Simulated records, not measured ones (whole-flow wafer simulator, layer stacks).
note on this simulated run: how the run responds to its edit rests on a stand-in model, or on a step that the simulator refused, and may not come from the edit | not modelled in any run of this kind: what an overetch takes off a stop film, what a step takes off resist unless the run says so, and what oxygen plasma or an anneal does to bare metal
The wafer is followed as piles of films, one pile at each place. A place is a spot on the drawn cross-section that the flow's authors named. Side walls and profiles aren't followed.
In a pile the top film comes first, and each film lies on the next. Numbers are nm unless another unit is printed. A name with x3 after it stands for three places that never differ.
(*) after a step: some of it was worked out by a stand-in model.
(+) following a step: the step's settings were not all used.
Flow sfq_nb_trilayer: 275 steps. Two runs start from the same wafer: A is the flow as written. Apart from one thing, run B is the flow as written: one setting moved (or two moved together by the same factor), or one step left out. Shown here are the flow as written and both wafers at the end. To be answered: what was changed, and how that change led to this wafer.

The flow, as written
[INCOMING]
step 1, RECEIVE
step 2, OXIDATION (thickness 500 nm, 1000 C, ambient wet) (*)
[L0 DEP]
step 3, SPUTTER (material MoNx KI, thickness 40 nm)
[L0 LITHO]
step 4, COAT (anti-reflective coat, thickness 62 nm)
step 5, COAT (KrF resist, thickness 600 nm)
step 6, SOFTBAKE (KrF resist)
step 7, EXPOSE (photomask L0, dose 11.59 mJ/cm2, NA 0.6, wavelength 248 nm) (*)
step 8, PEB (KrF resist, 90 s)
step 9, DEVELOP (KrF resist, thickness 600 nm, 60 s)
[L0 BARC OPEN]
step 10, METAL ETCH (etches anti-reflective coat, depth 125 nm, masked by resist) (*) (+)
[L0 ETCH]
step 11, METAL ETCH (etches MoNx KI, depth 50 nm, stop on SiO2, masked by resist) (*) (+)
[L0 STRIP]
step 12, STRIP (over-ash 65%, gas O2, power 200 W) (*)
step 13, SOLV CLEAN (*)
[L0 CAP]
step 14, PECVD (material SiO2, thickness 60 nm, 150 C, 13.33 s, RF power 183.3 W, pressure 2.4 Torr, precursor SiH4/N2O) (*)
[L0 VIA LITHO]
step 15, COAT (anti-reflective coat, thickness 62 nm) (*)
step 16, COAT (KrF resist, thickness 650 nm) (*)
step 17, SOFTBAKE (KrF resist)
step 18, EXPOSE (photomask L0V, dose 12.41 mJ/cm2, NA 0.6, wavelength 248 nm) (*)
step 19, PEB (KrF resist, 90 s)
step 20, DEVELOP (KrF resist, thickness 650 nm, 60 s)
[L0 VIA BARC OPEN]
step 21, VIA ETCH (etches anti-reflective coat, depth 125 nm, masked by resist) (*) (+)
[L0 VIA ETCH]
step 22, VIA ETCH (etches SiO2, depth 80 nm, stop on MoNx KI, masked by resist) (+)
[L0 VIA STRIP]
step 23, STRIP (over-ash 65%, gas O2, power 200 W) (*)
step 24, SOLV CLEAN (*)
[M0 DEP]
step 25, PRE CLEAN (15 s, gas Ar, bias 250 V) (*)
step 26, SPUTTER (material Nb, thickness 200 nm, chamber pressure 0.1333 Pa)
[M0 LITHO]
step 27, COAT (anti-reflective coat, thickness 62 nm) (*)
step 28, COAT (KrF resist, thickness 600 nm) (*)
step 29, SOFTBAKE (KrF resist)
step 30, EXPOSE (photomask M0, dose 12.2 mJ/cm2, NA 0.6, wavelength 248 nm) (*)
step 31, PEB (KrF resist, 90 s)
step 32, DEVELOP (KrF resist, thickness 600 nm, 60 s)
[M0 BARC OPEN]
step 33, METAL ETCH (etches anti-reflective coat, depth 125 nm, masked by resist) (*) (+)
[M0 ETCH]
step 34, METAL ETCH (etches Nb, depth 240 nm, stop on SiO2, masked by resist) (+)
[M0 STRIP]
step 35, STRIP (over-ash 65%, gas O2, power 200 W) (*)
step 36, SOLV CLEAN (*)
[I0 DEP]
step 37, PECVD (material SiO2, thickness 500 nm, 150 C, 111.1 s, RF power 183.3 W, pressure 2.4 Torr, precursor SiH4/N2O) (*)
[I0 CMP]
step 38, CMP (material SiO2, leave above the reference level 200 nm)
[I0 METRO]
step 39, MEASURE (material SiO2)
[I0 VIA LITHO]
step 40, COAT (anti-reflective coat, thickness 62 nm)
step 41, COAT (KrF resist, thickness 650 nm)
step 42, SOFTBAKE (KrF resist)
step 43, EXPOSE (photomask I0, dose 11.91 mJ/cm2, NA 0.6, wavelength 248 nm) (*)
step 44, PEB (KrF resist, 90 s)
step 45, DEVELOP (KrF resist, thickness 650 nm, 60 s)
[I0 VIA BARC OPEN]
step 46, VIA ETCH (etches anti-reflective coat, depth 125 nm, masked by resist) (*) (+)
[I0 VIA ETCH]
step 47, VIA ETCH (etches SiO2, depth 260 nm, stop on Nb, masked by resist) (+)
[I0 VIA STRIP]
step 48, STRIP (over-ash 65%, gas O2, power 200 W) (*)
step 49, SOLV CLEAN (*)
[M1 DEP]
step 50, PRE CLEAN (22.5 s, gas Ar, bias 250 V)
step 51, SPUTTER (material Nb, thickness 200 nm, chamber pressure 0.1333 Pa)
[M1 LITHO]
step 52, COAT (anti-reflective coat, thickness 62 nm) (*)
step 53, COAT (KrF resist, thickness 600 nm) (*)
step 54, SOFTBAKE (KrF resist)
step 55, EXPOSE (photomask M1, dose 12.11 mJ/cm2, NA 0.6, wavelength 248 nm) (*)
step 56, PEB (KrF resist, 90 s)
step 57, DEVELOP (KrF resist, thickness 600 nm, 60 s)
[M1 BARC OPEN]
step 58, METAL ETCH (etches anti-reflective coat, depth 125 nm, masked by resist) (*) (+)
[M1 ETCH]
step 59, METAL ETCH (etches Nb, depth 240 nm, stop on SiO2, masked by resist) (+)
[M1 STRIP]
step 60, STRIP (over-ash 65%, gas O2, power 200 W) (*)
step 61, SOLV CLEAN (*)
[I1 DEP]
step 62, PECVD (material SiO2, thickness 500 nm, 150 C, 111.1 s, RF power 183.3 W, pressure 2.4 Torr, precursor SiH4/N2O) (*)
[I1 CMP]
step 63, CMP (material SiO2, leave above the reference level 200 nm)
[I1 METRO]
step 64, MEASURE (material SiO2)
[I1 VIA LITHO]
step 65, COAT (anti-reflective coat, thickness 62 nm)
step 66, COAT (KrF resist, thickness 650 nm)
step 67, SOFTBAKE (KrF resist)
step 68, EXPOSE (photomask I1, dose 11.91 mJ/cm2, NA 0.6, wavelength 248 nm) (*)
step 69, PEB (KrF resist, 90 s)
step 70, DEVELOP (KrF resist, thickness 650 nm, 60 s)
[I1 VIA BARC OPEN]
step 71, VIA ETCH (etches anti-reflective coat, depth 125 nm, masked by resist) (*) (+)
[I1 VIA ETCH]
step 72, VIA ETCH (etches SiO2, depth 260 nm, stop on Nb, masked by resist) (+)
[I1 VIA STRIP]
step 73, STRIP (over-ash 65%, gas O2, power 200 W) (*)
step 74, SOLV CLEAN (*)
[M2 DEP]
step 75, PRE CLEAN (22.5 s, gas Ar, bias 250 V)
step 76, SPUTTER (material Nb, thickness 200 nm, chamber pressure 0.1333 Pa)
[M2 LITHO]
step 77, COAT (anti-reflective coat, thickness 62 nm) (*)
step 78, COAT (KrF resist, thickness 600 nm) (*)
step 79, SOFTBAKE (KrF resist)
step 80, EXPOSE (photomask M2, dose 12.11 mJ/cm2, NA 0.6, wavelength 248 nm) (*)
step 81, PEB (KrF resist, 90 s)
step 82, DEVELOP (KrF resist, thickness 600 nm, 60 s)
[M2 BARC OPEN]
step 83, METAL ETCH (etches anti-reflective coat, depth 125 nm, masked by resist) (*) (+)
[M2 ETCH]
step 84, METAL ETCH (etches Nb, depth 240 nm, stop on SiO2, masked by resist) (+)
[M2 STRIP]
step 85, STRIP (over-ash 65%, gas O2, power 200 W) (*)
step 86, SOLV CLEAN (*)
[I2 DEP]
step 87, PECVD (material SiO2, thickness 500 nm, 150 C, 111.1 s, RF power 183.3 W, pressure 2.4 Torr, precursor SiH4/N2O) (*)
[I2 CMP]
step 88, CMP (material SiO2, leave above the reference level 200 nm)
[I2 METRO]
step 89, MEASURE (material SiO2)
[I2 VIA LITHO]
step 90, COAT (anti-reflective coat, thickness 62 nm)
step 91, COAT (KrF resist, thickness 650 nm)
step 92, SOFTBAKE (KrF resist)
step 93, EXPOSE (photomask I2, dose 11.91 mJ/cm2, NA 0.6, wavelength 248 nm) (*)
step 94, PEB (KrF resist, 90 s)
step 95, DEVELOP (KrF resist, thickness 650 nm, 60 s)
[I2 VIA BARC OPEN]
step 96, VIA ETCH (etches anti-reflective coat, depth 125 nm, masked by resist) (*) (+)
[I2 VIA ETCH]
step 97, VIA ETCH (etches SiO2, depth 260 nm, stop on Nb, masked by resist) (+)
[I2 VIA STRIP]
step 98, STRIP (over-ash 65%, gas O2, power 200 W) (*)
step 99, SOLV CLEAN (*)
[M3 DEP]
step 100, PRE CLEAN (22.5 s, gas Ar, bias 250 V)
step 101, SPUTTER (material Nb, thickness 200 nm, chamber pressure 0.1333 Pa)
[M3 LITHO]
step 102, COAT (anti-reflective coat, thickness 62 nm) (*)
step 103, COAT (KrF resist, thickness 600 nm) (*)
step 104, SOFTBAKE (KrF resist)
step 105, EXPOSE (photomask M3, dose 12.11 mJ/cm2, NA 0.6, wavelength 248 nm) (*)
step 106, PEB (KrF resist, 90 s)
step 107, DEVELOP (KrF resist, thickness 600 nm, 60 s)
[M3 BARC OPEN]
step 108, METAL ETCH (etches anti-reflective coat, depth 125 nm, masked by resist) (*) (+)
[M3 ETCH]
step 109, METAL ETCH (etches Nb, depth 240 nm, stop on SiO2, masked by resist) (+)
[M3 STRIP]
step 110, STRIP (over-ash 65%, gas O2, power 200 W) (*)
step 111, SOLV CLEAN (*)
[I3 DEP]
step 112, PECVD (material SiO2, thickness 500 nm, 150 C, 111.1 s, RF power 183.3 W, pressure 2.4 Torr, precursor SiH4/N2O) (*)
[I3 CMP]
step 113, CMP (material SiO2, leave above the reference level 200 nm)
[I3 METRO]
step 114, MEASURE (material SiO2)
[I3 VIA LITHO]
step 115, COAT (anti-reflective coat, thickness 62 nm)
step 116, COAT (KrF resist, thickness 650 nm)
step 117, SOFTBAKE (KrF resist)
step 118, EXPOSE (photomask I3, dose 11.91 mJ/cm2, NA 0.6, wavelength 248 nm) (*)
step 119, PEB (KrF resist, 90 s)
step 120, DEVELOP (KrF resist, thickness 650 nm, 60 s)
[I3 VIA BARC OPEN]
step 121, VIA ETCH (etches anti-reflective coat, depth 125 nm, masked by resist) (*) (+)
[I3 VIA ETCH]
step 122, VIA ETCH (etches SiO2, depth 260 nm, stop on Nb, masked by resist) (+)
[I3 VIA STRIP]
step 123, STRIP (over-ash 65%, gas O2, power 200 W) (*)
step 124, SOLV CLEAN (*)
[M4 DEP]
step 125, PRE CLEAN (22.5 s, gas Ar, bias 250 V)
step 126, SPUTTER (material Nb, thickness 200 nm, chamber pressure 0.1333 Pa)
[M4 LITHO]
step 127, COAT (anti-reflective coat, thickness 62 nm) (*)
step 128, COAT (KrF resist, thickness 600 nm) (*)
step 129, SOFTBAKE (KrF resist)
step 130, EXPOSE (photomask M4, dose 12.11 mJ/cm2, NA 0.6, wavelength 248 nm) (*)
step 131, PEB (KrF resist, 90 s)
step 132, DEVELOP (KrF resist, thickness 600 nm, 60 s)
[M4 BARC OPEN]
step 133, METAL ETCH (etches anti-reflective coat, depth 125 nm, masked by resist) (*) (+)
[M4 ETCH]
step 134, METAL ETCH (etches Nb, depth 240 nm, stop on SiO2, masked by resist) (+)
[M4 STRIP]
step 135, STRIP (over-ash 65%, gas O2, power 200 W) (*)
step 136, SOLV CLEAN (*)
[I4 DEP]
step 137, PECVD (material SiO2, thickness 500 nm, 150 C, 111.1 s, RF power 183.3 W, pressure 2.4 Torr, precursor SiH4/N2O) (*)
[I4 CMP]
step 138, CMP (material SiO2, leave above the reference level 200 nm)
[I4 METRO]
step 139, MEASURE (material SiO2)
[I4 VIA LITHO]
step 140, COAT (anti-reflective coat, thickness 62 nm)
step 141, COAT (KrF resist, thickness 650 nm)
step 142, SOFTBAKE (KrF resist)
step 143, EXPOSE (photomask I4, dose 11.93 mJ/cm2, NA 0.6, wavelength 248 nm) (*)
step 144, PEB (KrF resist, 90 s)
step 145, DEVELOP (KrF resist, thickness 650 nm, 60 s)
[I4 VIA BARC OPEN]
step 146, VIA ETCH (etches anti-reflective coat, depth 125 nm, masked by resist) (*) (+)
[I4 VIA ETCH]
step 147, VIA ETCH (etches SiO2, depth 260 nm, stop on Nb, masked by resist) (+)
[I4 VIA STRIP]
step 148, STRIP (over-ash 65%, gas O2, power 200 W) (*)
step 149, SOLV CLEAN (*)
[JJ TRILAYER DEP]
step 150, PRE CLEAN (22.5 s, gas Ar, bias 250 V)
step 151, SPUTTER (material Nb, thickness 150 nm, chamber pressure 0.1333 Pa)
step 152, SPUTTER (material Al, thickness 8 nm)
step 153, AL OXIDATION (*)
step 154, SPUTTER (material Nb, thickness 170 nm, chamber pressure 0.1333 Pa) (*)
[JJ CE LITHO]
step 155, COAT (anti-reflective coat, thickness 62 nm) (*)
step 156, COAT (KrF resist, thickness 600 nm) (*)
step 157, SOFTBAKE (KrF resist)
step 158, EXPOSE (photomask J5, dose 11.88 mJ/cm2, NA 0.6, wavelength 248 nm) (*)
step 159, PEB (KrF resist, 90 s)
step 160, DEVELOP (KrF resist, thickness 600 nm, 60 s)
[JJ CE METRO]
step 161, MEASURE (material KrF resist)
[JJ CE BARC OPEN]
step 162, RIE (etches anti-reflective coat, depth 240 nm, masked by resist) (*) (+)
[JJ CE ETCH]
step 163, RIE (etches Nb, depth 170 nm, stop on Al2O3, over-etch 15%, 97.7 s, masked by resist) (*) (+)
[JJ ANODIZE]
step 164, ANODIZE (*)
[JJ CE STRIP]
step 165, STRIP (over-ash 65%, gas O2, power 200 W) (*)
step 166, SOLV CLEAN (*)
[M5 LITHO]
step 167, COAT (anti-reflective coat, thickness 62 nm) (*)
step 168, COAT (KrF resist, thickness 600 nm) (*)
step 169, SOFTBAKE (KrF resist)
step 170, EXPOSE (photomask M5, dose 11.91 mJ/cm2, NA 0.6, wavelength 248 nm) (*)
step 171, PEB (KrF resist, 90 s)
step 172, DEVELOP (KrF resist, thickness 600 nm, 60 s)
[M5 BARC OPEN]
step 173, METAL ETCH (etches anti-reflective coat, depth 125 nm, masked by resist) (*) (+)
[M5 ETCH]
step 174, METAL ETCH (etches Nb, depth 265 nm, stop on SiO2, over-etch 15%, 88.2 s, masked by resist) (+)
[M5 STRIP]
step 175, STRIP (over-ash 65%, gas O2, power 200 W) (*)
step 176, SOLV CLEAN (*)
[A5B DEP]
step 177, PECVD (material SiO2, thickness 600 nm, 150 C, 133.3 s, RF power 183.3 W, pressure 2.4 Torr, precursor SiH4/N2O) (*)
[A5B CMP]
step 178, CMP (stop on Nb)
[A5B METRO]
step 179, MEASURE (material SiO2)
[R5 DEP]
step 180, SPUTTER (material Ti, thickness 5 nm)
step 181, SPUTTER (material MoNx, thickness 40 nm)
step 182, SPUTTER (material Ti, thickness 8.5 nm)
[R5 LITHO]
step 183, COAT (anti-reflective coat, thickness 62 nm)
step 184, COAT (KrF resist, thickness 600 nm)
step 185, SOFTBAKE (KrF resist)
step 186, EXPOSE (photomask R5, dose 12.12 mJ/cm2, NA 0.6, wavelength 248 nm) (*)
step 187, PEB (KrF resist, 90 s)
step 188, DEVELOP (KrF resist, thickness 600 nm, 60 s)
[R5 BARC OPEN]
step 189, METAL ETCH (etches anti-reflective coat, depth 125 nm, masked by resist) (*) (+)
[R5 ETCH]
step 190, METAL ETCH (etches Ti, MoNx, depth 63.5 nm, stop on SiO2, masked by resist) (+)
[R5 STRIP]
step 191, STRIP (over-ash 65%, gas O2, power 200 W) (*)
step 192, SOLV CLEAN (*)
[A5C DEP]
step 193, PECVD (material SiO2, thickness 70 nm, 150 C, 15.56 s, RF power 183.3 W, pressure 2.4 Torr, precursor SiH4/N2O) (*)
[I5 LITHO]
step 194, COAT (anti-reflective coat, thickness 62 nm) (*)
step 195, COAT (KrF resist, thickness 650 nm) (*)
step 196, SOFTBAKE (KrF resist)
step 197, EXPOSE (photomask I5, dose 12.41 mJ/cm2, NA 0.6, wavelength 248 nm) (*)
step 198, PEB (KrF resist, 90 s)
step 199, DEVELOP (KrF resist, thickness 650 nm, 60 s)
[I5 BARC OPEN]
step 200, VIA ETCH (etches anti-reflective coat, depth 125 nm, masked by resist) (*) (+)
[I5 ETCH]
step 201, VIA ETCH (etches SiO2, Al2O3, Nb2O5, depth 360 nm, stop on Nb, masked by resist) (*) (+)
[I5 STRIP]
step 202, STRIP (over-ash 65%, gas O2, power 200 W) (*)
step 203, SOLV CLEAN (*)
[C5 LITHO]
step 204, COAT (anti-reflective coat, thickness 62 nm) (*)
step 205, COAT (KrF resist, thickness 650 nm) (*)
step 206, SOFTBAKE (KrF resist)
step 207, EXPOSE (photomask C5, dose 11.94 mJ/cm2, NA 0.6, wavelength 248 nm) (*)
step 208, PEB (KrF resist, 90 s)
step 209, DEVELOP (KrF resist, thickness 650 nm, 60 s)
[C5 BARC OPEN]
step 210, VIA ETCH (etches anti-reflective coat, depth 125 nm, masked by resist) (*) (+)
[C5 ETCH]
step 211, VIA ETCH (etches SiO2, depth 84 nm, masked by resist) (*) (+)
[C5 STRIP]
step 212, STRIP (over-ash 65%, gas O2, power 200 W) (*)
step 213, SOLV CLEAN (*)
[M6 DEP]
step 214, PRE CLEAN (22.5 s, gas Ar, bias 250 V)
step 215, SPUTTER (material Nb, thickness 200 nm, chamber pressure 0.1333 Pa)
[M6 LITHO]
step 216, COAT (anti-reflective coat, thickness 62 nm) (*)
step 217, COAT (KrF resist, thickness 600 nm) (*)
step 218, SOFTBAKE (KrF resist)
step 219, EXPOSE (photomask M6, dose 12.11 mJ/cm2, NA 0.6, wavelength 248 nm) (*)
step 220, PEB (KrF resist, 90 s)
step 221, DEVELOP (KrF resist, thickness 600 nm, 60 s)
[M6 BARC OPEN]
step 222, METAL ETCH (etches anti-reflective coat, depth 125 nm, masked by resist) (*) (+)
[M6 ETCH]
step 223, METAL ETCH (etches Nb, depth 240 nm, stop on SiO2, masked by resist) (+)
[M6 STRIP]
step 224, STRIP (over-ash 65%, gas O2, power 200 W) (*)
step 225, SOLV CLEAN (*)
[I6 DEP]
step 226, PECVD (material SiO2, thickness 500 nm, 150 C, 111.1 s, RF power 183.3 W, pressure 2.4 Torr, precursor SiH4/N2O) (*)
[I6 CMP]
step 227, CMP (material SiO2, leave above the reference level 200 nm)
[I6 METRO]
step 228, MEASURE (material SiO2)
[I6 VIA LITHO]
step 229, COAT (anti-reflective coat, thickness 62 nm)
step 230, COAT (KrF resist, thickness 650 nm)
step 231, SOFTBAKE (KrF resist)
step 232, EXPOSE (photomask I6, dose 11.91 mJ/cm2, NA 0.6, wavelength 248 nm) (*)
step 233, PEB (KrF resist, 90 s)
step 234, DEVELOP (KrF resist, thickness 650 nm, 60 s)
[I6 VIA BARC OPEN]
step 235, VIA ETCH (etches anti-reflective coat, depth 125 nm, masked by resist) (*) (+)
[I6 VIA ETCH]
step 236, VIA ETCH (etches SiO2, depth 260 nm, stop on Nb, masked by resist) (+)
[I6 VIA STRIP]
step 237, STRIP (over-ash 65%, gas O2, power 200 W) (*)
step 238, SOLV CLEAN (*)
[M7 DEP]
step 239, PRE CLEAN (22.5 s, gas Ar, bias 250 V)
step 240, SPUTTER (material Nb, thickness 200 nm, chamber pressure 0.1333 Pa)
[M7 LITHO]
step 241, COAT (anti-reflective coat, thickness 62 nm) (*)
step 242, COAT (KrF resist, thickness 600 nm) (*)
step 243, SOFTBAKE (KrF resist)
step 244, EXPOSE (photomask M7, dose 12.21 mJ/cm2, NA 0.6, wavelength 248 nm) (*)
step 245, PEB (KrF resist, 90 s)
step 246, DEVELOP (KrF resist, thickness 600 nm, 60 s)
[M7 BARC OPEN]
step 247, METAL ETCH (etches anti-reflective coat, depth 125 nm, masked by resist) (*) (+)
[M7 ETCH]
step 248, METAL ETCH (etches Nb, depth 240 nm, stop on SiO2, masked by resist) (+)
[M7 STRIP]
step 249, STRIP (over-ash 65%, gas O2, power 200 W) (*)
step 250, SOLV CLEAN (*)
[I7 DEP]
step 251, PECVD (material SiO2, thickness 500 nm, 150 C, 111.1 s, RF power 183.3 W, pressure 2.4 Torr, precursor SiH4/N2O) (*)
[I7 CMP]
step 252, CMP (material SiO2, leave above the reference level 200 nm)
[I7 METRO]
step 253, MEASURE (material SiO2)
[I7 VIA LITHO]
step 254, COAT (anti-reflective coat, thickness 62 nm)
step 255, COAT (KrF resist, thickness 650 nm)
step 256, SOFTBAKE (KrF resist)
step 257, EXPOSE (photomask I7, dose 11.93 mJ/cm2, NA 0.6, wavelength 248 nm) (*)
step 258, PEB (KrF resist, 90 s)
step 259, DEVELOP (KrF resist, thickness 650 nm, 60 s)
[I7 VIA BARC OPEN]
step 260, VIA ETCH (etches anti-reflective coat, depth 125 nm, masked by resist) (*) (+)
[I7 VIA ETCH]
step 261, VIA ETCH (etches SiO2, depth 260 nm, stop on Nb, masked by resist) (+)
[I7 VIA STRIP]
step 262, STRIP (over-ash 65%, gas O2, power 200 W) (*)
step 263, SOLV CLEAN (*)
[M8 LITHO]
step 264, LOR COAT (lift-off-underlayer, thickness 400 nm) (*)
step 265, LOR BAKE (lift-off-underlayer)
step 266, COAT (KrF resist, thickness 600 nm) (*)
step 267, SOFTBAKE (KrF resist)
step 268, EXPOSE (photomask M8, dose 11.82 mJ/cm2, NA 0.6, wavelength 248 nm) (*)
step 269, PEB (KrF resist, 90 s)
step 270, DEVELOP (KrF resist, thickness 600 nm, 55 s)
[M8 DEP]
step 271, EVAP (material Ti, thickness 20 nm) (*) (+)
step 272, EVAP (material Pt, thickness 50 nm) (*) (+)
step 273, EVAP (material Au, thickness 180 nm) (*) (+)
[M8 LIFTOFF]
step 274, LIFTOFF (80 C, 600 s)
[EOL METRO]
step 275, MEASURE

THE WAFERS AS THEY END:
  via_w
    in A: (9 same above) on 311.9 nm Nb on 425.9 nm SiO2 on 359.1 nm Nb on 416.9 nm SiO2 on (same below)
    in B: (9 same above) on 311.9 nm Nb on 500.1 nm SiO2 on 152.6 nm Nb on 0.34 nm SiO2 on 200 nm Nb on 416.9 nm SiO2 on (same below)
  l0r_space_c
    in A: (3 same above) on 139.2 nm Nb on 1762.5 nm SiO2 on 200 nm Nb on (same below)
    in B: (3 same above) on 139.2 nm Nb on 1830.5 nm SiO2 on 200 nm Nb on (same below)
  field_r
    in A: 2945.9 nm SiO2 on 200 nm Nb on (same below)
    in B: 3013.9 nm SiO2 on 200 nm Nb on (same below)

What caused this: step 88, CMP: leave above the reference level 268 nm was run, while the flow as written has leave above the reference level 200 nm.

The path from the change to this, step by step:
  step 88, CMP (material SiO2, leave above the reference level 200 nm)
      field_l, be, be_sur and 81 more: A SiO2 loses 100 | B SiO2 loses 32
      v_sur, via_wl, via_w and 18 more: A SiO2 loses 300 | B SiO2 loses 232
      (also at 1 further place)
  step 97, VIA ETCH (etches SiO2, depth 260 nm, stop on Nb, masked by resist) (+)
      via_w: A SiO2 loses 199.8 (all of it) | B SiO2 loses 260
  step 100, PRE CLEAN (22.5 s, gas Ar, bias 250 V)
      via_w: A Nb loses 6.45 | B SiO2 loses 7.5
  step 101, SPUTTER (material Nb, thickness 200 nm, chamber pressure 0.1333 Pa)
      via_w: A Nb gains 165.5 | B Nb gains 152.6 (new film)
  step 102, COAT (anti-reflective coat, thickness 62 nm) (*)
      via_wl, via_wr: A anti-reflective coat gains 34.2 (new film) | B anti-reflective coat gains 23 (new film)
      v_sur: A anti-reflective coat gains 61.1 (new film) | B anti-reflective coat gains 55.7 (new film)
      (also at 2 further places)
  step 103, COAT (KrF resist, thickness 600 nm) (*)
      via_w: A KrF resist gains 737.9 (new film) | B KrF resist gains 794 (new film)
  step 110, STRIP (over-ash 65%, gas O2, power 200 W) (*)
      v_sur: A KrF resist loses 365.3 (all of it), anti-reflective coat loses 61.1 (all of it) | B KrF resist loses 362.3 (all of it), anti-reflective coat loses 55.7 (all of it)
      via_wl: A KrF resist loses 384.2 (all of it), anti-reflective coat loses 34.2 (all of it) | B KrF resist loses 383.9 (all of it), anti-reflective coat loses 23 (all of it)
      (also at 3 further places)
  step 112, PECVD (material SiO2, thickness 500 nm, 150 C, 111.1 s, RF power 183.3 W, pressure 2.4 Torr, precursor SiH4/N2O) (*)
      via_w: A SiO2 gains 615 (new film) | B SiO2 gains 664.6 (new film)
  step 113, CMP (material SiO2, leave above the reference level 200 nm)
      via_w: A SiO2 loses 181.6 | B SiO2 loses 157.1
With metal films that touch counted as one body, via_w has 6 bodies (between them, from the top down: SiO2 192.5; SiO2 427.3 / Al2O3 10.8 / Nb2O5 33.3; SiO2 500.1; SiO2 0.34; SiO2 416.9); the flow as written gives 5 bodies (between them, from the top down: SiO2 192.5; SiO2 427.3 / Al2O3 10.8 / Nb2O5 33.3; SiO2 425.9; SiO2 416.9).
